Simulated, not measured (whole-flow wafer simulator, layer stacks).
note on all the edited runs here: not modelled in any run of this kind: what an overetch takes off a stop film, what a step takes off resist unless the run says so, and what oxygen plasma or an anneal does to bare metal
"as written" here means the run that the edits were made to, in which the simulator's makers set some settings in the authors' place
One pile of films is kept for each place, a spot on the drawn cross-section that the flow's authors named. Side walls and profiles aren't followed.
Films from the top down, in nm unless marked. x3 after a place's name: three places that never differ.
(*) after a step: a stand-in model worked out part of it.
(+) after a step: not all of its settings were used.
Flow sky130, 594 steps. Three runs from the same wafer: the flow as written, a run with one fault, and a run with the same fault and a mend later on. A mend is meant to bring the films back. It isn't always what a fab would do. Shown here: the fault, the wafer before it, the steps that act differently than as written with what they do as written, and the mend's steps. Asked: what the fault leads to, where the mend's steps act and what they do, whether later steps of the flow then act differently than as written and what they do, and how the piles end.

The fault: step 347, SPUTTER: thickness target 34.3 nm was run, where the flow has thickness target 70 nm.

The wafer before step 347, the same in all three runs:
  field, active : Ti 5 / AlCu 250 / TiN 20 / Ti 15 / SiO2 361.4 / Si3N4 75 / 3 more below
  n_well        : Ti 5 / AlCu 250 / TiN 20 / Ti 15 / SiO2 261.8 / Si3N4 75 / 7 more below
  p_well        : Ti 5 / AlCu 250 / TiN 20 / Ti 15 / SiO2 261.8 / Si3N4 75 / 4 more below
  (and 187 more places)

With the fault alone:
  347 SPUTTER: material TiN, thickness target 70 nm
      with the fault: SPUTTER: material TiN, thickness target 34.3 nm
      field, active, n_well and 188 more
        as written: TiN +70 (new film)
        with the fault: TiN +34.3 (new film)
  Later steps of the flow that act differently than as written (11 more steps differ only slightly, by at most 2% or 0.5 nm, whichever is larger, and aren't shown):
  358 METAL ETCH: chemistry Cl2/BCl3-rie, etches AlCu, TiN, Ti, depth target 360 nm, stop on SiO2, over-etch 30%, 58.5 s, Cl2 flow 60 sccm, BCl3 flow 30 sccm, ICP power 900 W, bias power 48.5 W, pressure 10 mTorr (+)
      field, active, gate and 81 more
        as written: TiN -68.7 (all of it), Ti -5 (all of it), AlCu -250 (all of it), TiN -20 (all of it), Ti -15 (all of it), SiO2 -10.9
        with the fault: TiN -33 (all of it), Ti -5 (all of it), AlCu -250 (all of it), TiN -20 (all of it), Ti -15 (all of it), SiO2 -14.5
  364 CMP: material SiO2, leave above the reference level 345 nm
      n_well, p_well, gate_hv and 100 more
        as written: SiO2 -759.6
        with the fault: SiO2 -723.9
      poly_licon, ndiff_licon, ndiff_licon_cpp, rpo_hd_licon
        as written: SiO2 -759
        with the fault: SiO2 -723.3
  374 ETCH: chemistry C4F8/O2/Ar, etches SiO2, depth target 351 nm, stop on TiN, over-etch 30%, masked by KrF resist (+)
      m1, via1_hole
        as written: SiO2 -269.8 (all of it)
        with the fault: SiO2 -305.5 (all of it)
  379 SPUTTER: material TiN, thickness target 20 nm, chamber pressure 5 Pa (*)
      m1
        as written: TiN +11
        with the fault: TiN +10.3
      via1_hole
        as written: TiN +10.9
        with the fault: TiN +10.3
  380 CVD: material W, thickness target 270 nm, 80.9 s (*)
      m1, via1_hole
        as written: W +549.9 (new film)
        with the fault: W +586.2 (new film)
  At the end the piles differ from the flow's by more than 2% or 0.5 nm, whichever is larger, at n_well, p_well, gate_hv and 104 more.
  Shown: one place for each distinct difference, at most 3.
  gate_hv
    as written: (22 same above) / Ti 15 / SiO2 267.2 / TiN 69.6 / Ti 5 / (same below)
    with the fault: (22 same above) / Ti 15 / SiO2 302.9 / TiN 33.9 / Ti 5 / (same below)
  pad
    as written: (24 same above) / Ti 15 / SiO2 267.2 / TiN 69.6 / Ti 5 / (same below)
    with the fault: (24 same above) / Ti 15 / SiO2 302.9 / TiN 33.9 / Ti 5 / (same below)
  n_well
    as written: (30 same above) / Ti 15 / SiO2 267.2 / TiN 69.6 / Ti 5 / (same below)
    with the fault: (30 same above) / Ti 15 / SiO2 302.9 / TiN 33.9 / Ti 5 / (same below)

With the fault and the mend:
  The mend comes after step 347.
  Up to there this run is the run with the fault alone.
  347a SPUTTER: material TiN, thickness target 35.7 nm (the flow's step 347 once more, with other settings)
      field, active, n_well and 188 more
        TiN +35.7
  No later step of the flow acts differently than as written, at any place that is followed, by more than 2% or 0.5 nm, whichever is larger.
  At the end the piles are the same as the flow's at every place that both follow.
